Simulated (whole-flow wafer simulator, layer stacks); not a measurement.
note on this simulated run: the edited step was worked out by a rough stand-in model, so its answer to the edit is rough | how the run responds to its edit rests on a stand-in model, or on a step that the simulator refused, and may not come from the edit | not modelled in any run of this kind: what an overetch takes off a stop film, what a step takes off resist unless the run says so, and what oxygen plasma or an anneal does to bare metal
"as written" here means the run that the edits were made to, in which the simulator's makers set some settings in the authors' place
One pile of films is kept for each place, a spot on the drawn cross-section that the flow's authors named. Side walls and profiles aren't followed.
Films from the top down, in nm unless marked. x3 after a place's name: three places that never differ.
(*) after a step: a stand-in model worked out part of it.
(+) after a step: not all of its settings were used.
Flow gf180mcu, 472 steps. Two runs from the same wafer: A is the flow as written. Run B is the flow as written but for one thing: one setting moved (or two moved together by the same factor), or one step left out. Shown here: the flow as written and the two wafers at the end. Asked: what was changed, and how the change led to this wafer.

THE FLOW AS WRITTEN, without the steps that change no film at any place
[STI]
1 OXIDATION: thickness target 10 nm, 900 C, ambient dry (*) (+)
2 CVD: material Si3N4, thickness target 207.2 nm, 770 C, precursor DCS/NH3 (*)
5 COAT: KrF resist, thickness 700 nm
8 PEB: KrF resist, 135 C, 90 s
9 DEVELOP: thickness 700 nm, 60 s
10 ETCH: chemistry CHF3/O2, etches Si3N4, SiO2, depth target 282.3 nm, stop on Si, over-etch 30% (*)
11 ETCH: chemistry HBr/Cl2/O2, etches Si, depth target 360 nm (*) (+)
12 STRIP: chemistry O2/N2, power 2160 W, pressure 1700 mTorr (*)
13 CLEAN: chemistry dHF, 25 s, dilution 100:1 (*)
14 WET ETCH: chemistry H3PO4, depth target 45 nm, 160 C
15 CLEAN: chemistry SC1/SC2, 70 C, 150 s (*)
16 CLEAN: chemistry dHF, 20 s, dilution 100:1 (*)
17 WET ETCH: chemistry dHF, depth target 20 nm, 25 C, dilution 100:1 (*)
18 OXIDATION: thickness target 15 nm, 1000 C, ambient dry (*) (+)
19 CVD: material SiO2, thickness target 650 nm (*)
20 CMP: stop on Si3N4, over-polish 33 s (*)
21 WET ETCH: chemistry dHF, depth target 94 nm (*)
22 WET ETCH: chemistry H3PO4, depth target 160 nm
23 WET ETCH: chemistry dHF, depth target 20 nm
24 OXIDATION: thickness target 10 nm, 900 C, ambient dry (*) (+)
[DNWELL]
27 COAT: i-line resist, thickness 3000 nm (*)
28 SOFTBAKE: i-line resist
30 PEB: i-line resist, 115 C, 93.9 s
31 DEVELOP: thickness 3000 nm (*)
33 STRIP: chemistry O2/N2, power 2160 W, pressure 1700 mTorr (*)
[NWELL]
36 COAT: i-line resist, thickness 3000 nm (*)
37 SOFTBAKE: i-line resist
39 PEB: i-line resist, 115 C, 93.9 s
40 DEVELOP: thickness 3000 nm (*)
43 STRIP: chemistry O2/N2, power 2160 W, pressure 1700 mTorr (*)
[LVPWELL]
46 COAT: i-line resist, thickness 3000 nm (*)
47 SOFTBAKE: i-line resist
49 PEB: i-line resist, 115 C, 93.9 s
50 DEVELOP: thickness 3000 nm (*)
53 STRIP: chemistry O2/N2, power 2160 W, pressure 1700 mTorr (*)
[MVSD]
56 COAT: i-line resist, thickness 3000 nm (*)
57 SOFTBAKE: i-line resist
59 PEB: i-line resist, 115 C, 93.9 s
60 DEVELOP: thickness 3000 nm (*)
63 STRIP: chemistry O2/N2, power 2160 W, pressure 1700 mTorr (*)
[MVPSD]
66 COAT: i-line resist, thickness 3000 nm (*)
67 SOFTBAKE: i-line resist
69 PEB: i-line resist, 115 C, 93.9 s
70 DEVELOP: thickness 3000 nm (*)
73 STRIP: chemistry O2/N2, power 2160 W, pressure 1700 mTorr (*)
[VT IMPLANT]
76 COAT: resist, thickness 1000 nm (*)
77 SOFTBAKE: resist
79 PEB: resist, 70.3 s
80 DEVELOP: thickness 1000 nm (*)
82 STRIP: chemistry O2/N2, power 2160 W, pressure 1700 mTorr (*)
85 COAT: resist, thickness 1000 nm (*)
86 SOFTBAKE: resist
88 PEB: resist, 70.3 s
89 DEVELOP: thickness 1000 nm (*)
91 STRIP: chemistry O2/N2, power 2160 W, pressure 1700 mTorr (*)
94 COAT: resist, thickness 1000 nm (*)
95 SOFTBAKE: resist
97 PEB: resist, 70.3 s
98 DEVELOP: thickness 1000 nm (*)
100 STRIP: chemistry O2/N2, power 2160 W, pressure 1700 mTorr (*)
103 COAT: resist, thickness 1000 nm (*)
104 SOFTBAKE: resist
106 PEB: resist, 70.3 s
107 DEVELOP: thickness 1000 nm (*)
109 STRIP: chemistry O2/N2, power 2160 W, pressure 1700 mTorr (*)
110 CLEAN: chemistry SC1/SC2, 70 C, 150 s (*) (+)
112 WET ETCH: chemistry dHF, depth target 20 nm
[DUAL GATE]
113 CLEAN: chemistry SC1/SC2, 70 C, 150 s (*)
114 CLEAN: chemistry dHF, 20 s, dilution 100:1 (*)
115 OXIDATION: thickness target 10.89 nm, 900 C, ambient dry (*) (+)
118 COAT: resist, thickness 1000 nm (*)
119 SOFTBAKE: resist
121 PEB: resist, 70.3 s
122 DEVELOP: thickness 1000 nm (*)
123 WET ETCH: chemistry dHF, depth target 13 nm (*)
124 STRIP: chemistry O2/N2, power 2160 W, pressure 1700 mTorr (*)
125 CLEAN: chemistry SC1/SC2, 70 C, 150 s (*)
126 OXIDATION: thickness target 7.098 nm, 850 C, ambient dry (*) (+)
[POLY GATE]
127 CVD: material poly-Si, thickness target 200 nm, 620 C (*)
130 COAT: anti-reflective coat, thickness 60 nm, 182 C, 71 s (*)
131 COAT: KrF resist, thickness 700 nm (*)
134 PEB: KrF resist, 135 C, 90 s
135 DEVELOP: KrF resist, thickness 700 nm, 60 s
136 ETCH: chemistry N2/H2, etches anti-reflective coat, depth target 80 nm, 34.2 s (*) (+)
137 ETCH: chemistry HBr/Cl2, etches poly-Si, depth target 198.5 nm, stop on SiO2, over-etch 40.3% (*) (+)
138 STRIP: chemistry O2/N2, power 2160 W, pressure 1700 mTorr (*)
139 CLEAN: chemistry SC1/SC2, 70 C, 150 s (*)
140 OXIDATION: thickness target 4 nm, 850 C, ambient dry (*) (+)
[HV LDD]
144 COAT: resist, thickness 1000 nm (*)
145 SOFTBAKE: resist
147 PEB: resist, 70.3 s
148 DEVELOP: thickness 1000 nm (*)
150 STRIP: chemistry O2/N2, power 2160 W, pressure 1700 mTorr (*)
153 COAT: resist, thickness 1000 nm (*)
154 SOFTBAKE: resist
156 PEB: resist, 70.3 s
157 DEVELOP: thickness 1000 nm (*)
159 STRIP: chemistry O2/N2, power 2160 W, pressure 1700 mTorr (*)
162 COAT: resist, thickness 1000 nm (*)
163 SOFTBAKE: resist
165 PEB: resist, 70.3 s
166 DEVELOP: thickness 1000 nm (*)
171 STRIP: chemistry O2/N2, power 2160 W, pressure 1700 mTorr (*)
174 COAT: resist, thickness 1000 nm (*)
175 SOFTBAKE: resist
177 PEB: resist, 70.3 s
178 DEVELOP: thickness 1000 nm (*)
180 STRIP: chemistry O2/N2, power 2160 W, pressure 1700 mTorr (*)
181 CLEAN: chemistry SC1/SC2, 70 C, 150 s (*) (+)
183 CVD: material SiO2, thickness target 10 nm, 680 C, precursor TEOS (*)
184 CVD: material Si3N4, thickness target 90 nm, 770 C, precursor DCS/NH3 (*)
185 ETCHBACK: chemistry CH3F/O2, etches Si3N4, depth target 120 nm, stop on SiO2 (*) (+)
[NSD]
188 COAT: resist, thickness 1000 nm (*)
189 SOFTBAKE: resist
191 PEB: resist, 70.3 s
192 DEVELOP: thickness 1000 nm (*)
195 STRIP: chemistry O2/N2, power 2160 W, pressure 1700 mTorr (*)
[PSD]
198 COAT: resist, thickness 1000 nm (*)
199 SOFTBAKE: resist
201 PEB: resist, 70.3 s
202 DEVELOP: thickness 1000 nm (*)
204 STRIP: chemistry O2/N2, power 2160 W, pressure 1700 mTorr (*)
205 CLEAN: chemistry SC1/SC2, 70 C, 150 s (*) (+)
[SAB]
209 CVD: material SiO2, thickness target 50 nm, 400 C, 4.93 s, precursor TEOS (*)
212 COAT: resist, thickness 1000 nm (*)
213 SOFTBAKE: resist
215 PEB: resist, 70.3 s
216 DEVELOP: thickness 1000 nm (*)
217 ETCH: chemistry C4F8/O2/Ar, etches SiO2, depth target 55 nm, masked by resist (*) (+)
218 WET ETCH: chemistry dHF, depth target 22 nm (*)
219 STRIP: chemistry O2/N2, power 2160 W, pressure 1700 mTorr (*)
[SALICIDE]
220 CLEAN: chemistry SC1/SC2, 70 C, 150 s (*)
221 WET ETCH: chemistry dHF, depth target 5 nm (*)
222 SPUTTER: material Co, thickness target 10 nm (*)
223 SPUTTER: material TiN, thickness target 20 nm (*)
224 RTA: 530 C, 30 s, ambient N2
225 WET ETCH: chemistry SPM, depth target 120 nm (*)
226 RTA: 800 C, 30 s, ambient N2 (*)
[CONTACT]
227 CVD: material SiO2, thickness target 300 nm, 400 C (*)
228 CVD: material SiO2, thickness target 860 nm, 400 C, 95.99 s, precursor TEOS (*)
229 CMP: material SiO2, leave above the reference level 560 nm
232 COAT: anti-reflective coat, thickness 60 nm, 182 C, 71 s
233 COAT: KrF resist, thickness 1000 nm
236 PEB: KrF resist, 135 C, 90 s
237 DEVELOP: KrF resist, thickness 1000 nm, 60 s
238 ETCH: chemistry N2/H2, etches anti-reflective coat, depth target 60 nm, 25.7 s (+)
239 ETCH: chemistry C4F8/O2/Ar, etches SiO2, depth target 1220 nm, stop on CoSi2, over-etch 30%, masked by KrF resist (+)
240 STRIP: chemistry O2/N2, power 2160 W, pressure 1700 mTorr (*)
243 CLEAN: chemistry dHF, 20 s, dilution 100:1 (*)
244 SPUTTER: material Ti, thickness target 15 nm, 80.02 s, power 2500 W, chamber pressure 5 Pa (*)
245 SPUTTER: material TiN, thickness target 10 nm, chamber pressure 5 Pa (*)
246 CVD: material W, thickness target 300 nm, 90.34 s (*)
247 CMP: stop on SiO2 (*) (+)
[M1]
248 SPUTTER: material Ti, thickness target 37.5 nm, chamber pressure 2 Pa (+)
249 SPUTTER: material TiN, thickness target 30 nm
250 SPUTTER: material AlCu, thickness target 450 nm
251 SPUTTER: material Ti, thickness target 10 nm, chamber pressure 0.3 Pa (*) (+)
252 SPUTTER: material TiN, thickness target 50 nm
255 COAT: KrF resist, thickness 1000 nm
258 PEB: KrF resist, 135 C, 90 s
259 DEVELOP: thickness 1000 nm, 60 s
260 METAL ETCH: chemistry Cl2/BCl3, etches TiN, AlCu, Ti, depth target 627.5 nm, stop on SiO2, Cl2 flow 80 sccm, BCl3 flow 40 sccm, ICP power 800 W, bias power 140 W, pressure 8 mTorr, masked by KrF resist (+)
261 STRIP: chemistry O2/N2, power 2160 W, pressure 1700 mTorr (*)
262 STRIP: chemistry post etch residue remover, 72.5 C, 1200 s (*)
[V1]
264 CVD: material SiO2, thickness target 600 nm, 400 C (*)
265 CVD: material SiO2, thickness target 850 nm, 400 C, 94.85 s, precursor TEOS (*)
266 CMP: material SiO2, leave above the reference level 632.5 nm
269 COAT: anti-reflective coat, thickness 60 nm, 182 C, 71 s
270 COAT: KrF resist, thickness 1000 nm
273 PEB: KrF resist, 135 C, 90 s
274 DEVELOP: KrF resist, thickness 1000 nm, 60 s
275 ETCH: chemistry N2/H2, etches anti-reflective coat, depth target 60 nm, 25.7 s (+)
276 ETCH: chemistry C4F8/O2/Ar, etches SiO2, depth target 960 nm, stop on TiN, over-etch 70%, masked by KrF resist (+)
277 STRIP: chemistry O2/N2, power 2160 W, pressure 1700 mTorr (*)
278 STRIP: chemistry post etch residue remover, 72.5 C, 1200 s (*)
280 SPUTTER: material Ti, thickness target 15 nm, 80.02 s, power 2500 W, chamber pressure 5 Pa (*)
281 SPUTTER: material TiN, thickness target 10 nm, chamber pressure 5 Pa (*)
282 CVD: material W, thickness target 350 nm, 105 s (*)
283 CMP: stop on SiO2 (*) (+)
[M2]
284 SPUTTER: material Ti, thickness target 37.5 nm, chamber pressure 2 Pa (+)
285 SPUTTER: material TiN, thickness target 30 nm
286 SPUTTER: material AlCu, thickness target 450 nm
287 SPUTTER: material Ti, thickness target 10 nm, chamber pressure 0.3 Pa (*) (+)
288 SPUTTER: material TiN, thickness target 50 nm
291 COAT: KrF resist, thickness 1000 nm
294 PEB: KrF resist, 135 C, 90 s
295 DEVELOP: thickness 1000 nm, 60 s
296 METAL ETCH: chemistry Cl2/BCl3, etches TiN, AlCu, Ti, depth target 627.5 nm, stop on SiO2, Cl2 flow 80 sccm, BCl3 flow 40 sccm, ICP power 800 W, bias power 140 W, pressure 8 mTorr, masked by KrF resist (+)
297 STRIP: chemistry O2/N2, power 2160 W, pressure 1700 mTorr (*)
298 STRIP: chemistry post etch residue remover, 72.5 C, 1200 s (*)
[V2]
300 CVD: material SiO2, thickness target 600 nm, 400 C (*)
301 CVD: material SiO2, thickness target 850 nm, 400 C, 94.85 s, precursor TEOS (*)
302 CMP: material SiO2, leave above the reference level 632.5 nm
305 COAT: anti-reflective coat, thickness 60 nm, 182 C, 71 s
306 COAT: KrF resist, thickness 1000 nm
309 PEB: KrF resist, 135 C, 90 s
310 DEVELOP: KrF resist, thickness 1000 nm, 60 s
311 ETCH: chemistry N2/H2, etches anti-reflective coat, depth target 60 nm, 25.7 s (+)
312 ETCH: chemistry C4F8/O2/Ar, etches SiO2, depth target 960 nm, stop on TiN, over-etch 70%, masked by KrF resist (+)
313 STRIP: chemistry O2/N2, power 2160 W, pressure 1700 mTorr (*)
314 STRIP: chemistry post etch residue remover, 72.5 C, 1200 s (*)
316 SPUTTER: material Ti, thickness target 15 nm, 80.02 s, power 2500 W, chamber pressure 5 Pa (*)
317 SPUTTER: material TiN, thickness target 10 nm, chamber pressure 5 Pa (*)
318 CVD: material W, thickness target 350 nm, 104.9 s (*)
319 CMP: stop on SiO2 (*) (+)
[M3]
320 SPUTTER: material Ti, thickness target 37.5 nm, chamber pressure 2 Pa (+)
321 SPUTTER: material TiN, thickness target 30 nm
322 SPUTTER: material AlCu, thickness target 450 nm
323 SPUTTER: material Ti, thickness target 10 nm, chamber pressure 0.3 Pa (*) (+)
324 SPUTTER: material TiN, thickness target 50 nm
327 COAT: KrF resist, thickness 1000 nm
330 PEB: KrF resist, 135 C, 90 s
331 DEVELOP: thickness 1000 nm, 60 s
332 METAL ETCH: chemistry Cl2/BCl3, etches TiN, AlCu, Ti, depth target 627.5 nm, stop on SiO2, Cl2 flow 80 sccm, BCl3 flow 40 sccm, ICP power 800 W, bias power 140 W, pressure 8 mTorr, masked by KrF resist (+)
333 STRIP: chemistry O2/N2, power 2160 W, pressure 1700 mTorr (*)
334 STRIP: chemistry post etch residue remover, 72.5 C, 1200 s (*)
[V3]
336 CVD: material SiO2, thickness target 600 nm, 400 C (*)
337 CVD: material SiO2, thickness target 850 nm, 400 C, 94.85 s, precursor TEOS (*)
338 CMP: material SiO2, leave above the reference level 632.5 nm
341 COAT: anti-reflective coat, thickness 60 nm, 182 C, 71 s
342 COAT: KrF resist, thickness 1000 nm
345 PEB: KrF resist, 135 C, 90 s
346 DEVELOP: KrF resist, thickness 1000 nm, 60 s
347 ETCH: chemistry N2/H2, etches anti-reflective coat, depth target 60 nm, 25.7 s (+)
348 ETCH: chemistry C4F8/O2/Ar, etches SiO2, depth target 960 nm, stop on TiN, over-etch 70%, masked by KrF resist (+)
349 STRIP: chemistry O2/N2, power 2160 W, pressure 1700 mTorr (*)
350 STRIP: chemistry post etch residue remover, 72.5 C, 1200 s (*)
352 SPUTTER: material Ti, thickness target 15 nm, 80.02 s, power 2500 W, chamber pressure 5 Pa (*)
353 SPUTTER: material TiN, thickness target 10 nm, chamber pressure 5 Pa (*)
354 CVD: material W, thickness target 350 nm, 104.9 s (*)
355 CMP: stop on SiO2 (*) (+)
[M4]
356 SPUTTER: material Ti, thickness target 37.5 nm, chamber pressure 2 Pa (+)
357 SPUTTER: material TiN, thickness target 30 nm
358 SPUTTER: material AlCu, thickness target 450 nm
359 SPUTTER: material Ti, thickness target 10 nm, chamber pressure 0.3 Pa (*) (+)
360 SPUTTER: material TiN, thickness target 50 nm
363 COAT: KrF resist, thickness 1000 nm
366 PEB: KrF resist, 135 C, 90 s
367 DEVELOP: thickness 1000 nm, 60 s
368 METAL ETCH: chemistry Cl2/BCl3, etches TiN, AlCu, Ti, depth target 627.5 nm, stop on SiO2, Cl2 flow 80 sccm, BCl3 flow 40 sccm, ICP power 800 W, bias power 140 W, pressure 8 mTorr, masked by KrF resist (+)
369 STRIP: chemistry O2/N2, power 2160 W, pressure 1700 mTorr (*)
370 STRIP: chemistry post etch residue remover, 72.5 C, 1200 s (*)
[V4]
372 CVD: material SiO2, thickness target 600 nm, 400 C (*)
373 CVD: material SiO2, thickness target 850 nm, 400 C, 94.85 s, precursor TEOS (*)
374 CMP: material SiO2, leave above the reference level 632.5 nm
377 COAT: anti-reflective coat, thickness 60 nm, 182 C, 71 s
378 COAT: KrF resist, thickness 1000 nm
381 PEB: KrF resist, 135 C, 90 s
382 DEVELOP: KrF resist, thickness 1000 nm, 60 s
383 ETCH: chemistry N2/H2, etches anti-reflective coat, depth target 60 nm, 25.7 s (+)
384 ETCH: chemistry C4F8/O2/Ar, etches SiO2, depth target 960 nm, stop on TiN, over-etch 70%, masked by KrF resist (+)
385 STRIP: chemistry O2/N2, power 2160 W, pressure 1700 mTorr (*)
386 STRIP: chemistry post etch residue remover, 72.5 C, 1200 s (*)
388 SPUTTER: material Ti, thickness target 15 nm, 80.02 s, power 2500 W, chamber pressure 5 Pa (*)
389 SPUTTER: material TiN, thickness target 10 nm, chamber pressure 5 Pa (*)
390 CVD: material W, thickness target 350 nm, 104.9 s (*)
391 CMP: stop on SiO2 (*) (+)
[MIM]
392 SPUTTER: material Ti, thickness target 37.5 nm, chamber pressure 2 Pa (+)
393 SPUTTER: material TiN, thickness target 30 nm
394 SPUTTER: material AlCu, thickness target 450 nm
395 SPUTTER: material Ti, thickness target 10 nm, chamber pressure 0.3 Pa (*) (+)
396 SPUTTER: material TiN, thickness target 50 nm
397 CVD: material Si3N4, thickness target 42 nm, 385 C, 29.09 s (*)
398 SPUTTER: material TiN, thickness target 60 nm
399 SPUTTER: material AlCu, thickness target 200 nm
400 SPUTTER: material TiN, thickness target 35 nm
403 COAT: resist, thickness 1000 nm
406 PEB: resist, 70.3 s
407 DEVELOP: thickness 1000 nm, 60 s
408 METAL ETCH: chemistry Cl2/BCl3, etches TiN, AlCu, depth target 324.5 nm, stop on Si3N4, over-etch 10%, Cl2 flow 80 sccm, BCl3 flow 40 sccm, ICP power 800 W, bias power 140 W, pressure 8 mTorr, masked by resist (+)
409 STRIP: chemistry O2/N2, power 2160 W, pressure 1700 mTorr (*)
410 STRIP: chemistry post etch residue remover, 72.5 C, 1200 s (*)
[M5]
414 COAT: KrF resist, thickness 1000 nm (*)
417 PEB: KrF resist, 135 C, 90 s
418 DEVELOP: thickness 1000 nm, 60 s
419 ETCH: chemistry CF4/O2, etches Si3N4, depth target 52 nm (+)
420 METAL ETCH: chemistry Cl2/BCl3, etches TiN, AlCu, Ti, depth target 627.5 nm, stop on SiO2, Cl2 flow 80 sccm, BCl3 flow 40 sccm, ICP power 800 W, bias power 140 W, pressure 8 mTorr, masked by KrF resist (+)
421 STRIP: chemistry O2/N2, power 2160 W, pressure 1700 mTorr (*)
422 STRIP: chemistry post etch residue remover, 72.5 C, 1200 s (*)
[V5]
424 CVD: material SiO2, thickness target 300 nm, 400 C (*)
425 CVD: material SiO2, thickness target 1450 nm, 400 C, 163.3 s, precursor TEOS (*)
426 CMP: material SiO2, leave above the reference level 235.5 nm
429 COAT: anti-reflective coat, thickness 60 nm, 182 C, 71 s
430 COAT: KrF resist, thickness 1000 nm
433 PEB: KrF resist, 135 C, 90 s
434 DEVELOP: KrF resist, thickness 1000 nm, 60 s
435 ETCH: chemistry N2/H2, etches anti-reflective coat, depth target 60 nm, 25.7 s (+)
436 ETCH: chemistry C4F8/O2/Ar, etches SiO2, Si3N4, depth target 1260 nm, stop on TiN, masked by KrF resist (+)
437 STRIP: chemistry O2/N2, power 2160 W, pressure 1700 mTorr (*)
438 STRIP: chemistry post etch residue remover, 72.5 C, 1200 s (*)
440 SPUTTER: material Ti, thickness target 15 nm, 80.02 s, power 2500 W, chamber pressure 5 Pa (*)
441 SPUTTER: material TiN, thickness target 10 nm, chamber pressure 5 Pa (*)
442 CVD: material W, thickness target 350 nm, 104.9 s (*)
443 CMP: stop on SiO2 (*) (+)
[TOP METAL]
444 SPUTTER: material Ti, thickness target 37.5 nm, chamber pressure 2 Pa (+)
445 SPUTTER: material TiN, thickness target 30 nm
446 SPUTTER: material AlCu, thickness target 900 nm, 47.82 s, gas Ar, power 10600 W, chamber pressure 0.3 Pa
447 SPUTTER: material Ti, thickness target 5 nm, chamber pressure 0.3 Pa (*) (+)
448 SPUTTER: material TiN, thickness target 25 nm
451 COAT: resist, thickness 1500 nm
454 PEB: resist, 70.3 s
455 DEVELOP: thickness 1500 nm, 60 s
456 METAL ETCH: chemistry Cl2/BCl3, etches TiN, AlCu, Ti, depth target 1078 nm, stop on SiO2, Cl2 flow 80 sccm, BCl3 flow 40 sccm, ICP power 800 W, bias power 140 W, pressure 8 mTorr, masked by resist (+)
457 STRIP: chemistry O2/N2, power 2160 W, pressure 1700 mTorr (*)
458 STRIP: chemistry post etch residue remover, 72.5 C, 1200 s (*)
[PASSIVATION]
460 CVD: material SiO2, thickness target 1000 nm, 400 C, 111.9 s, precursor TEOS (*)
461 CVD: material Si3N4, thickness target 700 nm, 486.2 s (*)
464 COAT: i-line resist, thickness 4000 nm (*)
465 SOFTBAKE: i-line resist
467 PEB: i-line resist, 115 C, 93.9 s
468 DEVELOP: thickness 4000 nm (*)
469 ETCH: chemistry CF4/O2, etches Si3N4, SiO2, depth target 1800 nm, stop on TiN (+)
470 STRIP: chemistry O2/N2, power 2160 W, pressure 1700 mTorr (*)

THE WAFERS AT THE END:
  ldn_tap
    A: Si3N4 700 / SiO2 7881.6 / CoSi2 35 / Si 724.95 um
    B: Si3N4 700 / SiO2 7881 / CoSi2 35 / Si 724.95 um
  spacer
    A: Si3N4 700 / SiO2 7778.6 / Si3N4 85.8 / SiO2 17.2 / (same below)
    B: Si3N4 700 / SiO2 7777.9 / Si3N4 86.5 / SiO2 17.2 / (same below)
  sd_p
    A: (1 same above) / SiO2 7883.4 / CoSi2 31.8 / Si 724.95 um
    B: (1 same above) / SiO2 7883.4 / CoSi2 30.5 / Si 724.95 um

The cause: step 209, CVD: thickness target 75.5 nm was run, where the flow has thickness target 50 nm; step 209, CVD: 7.445 s was run, where the flow has 4.93 s.

How the change led to this, step by step:
  209 CVD: material SiO2, thickness target 50 nm, 400 C, 4.93 s, precursor TEOS (*)
      field, field__w7, field__w8 and 73 more: A SiO2 +50 | B SiO2 +74.6
      field_sub, field_sub__w2, ld_drn_n, ld_sd_p: A SiO2 +48.8 | B SiO2 +72.8
      (and at 29 more places)
  217 ETCH: chemistry C4F8/O2/Ar, etches SiO2, depth target 55 nm, masked by resist (*) (+)
      spacer: A SiO2 -50 (all of it), Si3N4 -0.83 | B SiO2 -55
  218 WET ETCH: chemistry dHF, depth target 22 nm (*)
      ldn_tap, ldn_src, ldn_drn, ldp_tap, ldp_src, ldp_drn, ldp_gr: A SiO2 -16 (all of it) | B SiO2 -38.3
      ld_drn_n, ld_sd_p: A SiO2 -14.8 (all of it) | B SiO2 -37
      (and at 91 more places)
  219 STRIP: chemistry O2/N2, power 2160 W, pressure 1700 mTorr (*)
      active_hv, active_nat, ld_sd_n and 11 more: A chemical SiO2 +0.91 (new film), Si -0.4 | B nothing
  220 CLEAN: chemistry SC1/SC2, 70 C, 150 s (*)
      ld_drn_p: A chemical SiO2 -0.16, Si -0.23 | B SiO2 -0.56 (all of it)
  221 WET ETCH: chemistry dHF, depth target 5 nm (*)
      ldn_tap, ldn_src, ldn_drn, ldp_tap, ldp_src, ldp_drn, ldp_gr: A chemical SiO2 -0.76 (all of it) | B SiO2 -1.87 (all of it)
      ld_drn_n, ld_sd_p: A chemical SiO2 -0.76 (all of it) | B SiO2 -1.43 (all of it)
      (and at 5 more places)
  223 SPUTTER: material TiN, thickness target 20 nm (*)
      field__w12: A TiN +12 (new film) | B TiN +12.7 (new film)
      sd_p: A TiN +17.9 (new film) | B TiN +17.1 (new film)
      (and at 1 more place)
  224 RTA: 530 C, 30 s, ambient N2
      sd_p: A under 1 film: CoSi +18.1 (new film), Co -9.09 (all of it), Si -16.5 | B under 1 film: CoSi +17.3 (new film), Co -8.72 (all of it), Si -15.8
  225 WET ETCH: chemistry SPM, depth target 120 nm (*)
      field__w12: A TiN -12 (all of it), Co -6.15 (all of it) | B TiN -12.7 (all of it), Co -6.45 (all of it)
      sd_p: A TiN -17.9 (all of it) | B TiN -17.1 (all of it)
      (and at 1 more place)
  226 RTA: 800 C, 30 s, ambient N2 (*)
      sd_p: A CoSi2 +31.8 (new film), CoSi -18.1 (all of it), Si -16.5 | B CoSi2 +30.5 (new film), CoSi -17.3 (all of it), Si -15.8
  229 CMP: material SiO2, leave above the reference level 560 nm
      ldn_sep__w1, ldn_sep__w2, ldn_dft and 8 more: A SiO2 -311 | B SiO2 -320.6
      sti, mim_1p0, pad, dice_street, iso_nw_fld, iso_fld_sub: A SiO2 -296.8 | B SiO2 -306.4
      (and at 43 more places)
